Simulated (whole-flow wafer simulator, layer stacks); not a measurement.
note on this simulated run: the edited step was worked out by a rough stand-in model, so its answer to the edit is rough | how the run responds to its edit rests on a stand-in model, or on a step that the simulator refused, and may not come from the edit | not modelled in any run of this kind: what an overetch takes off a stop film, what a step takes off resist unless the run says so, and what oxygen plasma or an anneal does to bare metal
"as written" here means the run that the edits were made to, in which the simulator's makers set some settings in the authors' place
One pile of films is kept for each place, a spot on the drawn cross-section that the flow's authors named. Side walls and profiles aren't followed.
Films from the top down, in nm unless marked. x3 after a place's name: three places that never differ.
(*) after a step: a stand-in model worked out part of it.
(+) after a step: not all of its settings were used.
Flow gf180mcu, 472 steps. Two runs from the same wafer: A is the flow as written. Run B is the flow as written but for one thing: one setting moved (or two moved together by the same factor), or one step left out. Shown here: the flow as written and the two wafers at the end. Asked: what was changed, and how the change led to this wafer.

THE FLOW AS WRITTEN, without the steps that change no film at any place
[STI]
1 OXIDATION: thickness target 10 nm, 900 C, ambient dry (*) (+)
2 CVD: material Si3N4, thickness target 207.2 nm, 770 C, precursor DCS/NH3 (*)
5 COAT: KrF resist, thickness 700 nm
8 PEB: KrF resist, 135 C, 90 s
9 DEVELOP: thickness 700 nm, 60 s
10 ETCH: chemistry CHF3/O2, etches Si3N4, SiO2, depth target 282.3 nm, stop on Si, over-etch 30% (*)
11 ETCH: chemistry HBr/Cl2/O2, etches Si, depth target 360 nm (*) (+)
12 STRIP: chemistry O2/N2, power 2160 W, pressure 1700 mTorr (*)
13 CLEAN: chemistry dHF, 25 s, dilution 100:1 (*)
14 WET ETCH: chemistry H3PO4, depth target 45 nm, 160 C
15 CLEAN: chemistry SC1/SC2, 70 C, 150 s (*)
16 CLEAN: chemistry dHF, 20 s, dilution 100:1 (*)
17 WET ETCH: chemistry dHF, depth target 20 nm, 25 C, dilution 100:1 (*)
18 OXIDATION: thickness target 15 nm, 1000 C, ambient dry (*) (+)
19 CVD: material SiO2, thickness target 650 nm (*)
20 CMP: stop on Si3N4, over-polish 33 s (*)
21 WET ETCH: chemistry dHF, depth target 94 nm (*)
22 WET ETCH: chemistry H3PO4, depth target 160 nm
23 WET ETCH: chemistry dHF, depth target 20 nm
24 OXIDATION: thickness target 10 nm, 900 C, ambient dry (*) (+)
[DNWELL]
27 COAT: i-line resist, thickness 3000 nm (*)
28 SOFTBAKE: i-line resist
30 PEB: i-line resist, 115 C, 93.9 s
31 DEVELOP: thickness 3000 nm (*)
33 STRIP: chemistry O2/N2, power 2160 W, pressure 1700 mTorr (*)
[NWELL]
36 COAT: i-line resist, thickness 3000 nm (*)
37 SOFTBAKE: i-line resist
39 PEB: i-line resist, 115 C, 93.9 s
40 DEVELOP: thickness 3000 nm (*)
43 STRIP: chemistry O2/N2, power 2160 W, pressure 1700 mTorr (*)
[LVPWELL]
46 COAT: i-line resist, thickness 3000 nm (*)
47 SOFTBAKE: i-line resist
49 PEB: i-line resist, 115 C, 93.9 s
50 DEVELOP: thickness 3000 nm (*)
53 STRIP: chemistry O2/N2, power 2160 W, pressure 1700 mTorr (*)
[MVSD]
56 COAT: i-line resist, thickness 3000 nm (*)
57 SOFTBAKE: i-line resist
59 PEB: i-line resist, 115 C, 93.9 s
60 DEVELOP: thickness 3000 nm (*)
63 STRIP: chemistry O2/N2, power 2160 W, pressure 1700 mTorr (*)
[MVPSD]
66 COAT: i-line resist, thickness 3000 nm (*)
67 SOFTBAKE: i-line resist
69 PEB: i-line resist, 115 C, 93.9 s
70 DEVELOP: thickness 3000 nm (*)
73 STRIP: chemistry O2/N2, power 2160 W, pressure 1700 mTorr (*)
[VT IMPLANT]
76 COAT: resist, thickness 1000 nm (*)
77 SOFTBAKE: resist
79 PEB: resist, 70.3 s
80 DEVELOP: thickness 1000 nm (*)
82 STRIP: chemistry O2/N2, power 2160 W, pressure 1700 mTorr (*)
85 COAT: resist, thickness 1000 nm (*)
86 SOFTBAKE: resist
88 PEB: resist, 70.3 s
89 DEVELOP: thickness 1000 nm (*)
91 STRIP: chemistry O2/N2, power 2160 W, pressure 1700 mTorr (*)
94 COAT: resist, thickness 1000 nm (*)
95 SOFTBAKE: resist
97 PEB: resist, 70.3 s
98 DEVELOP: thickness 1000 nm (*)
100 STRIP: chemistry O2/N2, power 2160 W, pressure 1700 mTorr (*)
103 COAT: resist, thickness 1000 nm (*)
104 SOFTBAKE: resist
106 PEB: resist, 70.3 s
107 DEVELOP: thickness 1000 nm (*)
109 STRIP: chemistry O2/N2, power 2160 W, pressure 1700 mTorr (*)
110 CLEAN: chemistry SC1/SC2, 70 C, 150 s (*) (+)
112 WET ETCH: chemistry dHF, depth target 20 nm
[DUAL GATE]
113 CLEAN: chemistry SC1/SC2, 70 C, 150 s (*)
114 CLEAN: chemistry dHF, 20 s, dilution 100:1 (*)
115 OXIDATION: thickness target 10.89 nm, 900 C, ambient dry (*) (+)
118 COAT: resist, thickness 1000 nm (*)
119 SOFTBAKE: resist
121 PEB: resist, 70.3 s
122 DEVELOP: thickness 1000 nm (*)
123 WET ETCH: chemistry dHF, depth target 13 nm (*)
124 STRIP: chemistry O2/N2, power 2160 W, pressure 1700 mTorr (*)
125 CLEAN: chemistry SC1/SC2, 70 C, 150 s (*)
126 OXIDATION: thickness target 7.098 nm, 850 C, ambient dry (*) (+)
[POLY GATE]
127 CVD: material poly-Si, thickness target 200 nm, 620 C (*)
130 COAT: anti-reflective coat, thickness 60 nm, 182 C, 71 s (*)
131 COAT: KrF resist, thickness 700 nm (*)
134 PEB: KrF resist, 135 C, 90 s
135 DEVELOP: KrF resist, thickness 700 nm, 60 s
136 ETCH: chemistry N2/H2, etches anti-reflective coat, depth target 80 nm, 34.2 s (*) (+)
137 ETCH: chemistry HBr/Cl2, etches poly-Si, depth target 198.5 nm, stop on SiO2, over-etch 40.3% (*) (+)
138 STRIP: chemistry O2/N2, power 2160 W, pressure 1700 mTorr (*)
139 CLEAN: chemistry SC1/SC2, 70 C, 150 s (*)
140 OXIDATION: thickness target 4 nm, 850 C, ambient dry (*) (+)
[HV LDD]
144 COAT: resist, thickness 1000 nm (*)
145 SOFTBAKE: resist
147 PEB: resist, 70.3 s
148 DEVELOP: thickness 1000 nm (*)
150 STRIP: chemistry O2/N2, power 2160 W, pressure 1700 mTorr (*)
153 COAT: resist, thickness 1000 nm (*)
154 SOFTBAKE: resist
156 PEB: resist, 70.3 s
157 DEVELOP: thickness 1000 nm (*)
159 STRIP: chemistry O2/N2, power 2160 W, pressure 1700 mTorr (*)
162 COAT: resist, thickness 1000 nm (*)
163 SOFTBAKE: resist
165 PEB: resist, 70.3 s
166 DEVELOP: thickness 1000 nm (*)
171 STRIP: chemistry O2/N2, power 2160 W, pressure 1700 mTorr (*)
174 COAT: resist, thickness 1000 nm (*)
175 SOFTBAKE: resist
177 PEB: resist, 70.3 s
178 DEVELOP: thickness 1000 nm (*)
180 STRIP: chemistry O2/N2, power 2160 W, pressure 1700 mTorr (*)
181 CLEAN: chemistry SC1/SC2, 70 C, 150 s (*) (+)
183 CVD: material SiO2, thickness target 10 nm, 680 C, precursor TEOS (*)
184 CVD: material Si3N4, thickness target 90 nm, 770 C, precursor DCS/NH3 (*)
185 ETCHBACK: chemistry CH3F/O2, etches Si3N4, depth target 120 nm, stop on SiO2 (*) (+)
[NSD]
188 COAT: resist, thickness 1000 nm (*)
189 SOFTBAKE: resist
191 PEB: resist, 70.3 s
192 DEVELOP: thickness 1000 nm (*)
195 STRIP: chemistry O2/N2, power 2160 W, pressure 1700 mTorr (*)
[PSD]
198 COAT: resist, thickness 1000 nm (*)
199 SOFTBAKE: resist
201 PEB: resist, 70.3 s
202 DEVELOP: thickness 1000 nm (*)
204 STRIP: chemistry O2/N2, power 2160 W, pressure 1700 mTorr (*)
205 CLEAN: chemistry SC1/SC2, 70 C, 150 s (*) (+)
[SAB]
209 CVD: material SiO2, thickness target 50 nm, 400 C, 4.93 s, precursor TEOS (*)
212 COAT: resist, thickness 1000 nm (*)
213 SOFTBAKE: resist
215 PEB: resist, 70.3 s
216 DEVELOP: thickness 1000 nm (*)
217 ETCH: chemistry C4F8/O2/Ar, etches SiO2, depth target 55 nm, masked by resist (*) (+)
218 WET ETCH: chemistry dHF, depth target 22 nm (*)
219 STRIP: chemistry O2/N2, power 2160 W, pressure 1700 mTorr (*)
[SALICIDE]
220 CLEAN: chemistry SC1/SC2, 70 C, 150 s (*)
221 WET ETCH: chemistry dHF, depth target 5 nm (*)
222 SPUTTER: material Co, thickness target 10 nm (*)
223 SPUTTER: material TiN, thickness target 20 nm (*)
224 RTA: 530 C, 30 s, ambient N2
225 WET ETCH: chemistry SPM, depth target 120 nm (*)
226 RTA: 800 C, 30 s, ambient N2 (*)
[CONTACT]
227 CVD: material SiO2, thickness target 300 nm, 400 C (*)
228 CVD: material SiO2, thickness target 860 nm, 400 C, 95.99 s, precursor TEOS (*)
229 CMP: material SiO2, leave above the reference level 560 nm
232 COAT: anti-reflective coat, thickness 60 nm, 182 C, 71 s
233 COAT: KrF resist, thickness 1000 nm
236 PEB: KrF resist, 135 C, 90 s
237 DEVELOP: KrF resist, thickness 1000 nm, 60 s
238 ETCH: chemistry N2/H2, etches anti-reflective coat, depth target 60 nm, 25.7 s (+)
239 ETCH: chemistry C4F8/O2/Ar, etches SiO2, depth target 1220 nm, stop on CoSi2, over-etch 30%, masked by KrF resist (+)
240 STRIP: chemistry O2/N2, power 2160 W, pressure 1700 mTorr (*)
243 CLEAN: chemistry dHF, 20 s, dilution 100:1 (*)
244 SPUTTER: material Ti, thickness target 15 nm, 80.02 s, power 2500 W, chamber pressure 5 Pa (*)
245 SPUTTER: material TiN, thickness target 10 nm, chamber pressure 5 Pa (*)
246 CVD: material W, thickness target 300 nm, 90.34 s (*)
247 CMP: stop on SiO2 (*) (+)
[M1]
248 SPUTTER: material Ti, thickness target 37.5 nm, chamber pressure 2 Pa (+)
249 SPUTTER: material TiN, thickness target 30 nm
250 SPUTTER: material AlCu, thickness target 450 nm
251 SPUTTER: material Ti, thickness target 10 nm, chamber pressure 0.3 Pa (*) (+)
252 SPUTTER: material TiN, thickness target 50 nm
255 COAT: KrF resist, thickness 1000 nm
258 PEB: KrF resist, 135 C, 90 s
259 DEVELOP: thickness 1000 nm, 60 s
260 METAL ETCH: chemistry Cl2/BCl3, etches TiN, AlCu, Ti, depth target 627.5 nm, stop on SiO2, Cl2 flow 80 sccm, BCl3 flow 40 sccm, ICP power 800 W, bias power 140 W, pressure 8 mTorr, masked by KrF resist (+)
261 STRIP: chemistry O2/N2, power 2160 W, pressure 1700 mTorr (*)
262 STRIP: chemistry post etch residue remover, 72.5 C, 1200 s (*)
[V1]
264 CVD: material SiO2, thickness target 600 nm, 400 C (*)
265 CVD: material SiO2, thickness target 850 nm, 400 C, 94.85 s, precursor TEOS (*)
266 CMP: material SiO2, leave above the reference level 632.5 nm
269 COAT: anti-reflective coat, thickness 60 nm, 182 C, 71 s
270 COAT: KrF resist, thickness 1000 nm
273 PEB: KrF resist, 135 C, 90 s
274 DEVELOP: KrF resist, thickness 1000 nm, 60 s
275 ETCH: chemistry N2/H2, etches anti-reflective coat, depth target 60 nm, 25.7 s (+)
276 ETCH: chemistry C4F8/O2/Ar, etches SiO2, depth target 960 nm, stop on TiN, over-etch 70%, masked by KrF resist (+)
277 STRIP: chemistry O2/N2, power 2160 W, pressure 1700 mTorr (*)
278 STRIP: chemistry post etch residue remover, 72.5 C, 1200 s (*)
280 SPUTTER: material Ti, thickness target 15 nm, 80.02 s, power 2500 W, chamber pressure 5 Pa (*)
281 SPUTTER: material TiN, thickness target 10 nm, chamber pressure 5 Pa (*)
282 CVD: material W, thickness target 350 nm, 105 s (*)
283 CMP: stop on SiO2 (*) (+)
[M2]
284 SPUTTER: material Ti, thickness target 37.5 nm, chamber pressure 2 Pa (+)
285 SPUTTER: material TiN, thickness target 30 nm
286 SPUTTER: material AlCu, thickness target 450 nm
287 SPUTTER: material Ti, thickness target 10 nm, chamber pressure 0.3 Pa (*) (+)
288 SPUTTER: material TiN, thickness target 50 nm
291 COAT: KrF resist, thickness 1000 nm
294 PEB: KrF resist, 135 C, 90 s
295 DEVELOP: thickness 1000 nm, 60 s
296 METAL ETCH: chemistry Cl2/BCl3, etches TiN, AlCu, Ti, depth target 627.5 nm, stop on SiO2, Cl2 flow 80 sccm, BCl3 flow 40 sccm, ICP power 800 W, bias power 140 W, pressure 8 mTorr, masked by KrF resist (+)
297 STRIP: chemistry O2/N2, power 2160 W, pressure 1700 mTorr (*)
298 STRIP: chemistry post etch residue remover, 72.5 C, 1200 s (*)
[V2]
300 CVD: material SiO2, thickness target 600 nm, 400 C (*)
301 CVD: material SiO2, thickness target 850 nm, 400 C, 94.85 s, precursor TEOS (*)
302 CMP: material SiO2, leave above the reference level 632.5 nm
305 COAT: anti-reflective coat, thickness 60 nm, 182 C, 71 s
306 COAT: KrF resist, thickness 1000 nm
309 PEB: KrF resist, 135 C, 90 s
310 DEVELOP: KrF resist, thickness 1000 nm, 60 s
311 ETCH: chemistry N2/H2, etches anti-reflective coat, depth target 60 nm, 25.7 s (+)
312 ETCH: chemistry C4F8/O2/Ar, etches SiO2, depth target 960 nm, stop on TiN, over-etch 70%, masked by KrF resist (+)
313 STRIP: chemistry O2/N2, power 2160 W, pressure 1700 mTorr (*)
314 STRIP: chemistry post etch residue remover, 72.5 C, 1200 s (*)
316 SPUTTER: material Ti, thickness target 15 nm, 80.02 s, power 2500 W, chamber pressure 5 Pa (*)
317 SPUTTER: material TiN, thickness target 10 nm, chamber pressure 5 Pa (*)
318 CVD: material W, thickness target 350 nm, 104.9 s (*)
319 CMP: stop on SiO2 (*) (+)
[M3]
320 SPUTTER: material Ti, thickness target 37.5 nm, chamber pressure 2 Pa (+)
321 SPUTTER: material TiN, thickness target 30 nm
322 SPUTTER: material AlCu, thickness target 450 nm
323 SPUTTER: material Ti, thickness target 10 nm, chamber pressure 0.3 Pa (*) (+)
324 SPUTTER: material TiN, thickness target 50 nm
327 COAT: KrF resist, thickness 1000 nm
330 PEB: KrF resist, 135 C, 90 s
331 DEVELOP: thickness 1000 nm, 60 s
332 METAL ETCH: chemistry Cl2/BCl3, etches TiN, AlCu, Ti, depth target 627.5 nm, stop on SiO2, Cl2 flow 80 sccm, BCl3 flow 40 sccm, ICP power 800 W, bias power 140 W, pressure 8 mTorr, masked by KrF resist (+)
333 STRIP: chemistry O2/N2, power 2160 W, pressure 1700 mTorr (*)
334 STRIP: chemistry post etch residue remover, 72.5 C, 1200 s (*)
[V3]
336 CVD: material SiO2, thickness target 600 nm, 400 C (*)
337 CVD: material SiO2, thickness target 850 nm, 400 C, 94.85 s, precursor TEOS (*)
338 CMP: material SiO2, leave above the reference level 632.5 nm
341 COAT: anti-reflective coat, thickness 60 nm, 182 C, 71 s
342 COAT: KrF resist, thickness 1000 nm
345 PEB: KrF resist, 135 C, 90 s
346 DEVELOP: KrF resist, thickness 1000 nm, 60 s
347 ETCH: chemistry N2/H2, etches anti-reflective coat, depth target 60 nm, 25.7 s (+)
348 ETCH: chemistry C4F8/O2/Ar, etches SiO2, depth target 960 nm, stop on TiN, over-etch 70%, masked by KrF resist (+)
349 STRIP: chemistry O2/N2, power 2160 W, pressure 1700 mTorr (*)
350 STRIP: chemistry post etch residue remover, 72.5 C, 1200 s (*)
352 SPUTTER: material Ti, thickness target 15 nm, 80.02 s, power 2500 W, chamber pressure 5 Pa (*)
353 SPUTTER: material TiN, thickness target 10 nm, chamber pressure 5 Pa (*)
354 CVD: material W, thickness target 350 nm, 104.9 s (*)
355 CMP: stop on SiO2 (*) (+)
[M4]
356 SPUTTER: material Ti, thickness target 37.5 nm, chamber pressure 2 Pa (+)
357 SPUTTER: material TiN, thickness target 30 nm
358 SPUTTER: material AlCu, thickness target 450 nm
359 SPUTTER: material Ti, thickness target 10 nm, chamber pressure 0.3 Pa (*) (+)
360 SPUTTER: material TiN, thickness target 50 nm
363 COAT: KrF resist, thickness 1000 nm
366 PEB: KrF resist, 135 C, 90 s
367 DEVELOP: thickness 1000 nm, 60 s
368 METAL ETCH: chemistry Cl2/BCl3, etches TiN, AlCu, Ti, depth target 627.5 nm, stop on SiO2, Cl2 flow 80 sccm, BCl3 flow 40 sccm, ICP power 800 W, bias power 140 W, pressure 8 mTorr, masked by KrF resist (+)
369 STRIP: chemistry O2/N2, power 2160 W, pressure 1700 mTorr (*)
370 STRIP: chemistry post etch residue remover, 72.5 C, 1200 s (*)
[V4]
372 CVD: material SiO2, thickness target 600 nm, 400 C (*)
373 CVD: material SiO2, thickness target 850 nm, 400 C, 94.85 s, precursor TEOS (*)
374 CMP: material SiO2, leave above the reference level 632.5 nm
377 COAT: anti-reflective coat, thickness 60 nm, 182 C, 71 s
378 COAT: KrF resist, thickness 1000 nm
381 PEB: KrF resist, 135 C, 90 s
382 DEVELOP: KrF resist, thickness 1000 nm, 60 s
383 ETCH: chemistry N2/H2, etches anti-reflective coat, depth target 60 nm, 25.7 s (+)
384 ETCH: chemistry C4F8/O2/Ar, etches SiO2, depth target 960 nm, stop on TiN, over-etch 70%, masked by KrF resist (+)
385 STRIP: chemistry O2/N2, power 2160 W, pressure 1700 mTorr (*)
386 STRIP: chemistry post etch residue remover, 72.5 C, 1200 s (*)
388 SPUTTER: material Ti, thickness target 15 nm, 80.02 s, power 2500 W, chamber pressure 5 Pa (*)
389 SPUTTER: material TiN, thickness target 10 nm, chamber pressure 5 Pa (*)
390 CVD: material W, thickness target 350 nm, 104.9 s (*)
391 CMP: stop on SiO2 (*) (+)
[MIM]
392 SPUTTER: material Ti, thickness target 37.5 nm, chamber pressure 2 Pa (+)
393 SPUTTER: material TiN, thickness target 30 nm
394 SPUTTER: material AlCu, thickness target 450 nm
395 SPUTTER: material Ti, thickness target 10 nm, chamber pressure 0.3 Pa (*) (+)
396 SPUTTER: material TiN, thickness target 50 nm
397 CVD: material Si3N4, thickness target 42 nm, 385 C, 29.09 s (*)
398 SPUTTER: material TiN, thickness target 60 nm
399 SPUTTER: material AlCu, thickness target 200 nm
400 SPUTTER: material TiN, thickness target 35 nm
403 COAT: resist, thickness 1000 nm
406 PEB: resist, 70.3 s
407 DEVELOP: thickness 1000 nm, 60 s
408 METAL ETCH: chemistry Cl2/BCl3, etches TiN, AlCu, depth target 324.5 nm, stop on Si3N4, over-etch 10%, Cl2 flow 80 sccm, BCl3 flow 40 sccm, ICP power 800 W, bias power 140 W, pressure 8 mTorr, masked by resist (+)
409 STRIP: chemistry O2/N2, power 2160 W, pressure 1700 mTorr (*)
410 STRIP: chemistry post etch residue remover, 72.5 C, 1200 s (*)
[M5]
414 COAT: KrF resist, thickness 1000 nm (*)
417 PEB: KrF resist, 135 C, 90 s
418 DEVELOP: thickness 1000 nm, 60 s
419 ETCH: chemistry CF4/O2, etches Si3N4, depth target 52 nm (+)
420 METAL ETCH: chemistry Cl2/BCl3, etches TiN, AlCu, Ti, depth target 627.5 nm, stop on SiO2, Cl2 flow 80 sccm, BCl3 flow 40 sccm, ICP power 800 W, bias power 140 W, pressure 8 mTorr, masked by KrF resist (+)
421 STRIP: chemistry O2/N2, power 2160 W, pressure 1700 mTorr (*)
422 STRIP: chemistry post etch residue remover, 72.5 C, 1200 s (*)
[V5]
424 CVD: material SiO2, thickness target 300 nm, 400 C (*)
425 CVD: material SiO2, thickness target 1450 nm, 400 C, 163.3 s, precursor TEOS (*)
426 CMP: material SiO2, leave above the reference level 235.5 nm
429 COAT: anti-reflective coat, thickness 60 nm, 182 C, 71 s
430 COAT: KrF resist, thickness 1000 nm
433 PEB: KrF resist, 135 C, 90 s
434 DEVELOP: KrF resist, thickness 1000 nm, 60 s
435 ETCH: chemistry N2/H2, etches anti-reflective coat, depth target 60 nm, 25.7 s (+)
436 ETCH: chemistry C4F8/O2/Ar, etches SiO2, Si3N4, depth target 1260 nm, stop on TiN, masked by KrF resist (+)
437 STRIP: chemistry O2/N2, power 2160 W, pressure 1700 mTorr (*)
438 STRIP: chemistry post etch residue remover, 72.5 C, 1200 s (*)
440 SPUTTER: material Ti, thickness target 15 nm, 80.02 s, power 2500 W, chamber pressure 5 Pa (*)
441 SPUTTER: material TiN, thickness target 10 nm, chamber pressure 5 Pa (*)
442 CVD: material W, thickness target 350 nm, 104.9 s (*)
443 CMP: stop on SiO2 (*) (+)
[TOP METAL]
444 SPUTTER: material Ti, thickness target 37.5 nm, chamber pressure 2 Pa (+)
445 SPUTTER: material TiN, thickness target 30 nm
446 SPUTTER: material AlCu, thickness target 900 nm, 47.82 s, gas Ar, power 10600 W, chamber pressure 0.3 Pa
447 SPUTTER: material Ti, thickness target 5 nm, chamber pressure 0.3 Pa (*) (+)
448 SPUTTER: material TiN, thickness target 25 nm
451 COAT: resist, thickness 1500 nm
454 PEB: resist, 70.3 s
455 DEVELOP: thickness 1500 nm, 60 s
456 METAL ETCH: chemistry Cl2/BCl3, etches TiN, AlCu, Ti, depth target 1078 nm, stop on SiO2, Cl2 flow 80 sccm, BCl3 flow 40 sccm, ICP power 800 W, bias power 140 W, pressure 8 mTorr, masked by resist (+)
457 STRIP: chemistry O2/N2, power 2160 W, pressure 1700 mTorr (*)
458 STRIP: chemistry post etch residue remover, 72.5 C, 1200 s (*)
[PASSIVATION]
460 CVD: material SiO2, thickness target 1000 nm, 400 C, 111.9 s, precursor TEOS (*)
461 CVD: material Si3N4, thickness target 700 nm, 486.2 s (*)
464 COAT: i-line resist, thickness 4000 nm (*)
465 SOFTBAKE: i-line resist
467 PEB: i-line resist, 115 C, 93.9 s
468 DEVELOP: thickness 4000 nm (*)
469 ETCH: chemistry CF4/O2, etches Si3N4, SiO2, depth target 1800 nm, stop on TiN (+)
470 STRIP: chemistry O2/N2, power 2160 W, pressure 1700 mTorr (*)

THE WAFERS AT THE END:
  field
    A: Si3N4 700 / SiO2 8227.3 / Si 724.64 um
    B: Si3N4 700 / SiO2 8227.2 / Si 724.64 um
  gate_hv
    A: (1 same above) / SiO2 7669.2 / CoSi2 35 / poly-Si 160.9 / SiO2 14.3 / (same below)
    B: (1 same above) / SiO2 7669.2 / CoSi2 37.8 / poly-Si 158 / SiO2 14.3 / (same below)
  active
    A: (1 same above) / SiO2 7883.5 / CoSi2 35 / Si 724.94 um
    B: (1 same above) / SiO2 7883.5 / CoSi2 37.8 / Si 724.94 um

The cause: step 222, SPUTTER: thickness target 10.8 nm was run, where the flow has thickness target 10 nm.

How the change led to this, step by step:
  222 SPUTTER: material Co, thickness target 10 nm (*)
      field, field__w7, field__w8 and 72 more: A Co +10 (new film) | B Co +10.8 (new film)
      field__w6, field_sub, field_sub__w2: A Co +9.95 (new film) | B Co +10.7 (new film)
      (and at 30 more places)
  223 SPUTTER: material TiN, thickness target 20 nm (*)
      field__w12: A TiN +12 (new film) | B TiN +12.6 (new film)
  224 RTA: 530 C, 30 s, ambient N2
      gate, gate_hv, gate_p and 22 more: A under 1 film: CoSi +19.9 (new film), Co -10 (all of it), poly-Si -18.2 | B under 1 film: CoSi +21.5 (new film), Co -10.8 (all of it), poly-Si -19.7
      active, p_well, sd_n and 11 more: A under 1 film: CoSi +19.9 (new film), Co -10 (all of it), Si -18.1 | B under 1 film: CoSi +21.5 (new film), Co -10.8 (all of it), Si -19.6
      (and at 10 more places)
  225 WET ETCH: chemistry SPM, depth target 120 nm (*)
      field, field__w7, field__w8 and 32 more: A TiN -20 (all of it), Co -10 (all of it) | B TiN -20 (all of it), Co -10.8 (all of it)
      field__w9, nw_enc_fld_lv__w3: A TiN -19.1 (all of it), Co -9.6 (all of it) | B TiN -19.1 (all of it), Co -10.4 (all of it)
      (and at 23 more places)
  226 RTA: 800 C, 30 s, ambient N2 (*)
      gate, gate_hv, gate_p and 22 more: A CoSi2 +35 (new film), CoSi -19.9 (all of it), poly-Si -18.2 | B CoSi2 +37.8 (new film), CoSi -21.5 (all of it), poly-Si -19.7
      active, p_well, sd_n and 11 more: A CoSi2 +35 (new film), CoSi -19.9 (all of it), Si -18.1 | B CoSi2 +37.8 (new film), CoSi -21.5 (all of it), Si -19.6
      (and at 10 more places)
